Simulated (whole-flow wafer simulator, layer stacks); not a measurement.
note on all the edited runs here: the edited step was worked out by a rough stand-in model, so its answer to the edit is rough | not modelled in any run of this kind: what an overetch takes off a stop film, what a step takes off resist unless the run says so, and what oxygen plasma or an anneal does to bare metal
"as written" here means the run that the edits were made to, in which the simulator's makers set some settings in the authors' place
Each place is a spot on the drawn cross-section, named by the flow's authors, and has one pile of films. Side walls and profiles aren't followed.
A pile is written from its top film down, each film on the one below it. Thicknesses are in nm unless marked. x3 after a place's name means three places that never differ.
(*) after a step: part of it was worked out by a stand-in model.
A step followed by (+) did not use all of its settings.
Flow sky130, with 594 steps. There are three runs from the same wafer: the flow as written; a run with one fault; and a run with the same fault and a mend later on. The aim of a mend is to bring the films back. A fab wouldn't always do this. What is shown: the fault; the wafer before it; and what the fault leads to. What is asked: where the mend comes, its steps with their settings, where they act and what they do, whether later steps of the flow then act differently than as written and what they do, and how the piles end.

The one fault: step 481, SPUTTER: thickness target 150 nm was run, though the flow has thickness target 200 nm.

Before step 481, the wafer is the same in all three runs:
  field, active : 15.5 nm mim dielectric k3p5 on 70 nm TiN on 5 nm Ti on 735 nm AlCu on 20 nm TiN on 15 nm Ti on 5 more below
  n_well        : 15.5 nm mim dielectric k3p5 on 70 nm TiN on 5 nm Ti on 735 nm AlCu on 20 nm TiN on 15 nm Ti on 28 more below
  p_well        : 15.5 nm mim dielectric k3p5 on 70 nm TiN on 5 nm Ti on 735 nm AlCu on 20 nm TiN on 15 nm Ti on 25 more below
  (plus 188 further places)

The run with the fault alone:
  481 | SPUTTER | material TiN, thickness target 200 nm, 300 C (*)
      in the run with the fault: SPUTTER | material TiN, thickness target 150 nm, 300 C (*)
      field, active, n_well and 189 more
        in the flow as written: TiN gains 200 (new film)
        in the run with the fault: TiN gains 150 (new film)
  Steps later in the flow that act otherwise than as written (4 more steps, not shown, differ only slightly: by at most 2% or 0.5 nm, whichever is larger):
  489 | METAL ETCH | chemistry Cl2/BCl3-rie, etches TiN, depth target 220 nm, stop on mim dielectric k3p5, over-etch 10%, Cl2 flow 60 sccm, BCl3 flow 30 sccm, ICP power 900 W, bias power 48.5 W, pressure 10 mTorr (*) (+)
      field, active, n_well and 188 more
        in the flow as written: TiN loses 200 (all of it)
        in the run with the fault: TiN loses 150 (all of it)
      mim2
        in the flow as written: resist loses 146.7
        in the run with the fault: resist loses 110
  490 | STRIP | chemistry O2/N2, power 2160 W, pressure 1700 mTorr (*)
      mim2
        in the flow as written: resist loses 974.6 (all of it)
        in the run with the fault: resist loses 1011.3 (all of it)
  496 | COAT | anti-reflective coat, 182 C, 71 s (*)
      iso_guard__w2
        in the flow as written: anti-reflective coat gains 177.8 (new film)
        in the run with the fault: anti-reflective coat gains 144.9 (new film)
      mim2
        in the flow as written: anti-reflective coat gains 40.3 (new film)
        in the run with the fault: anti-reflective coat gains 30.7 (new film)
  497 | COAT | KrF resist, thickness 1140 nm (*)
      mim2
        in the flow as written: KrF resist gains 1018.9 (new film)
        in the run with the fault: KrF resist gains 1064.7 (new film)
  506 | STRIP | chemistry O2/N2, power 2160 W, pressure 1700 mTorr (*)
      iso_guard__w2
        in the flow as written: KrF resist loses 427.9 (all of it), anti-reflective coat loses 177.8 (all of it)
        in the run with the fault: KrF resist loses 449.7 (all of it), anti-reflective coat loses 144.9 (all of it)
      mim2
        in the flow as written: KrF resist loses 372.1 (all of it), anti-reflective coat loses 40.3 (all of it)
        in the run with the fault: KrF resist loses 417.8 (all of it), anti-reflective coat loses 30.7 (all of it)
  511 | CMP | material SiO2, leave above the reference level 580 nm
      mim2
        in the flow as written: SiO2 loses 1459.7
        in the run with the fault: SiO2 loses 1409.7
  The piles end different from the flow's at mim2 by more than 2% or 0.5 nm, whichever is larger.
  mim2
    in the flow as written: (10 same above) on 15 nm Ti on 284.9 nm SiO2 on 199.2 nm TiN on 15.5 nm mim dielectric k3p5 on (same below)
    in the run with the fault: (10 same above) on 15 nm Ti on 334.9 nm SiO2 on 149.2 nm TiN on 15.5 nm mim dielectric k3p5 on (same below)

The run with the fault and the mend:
  After step 481 comes the mend.
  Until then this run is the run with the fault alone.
  481a | SPUTTER | material TiN, thickness target 50 nm, 300 C (*) (a further turn of the flow's step 481, with different settings)
      field, active, n_well and 189 more
        TiN gains 50
  Later steps of the flow that are run all act as written at every place that is followed.
  By the end, the piles equal the flow's at every place that both follow.
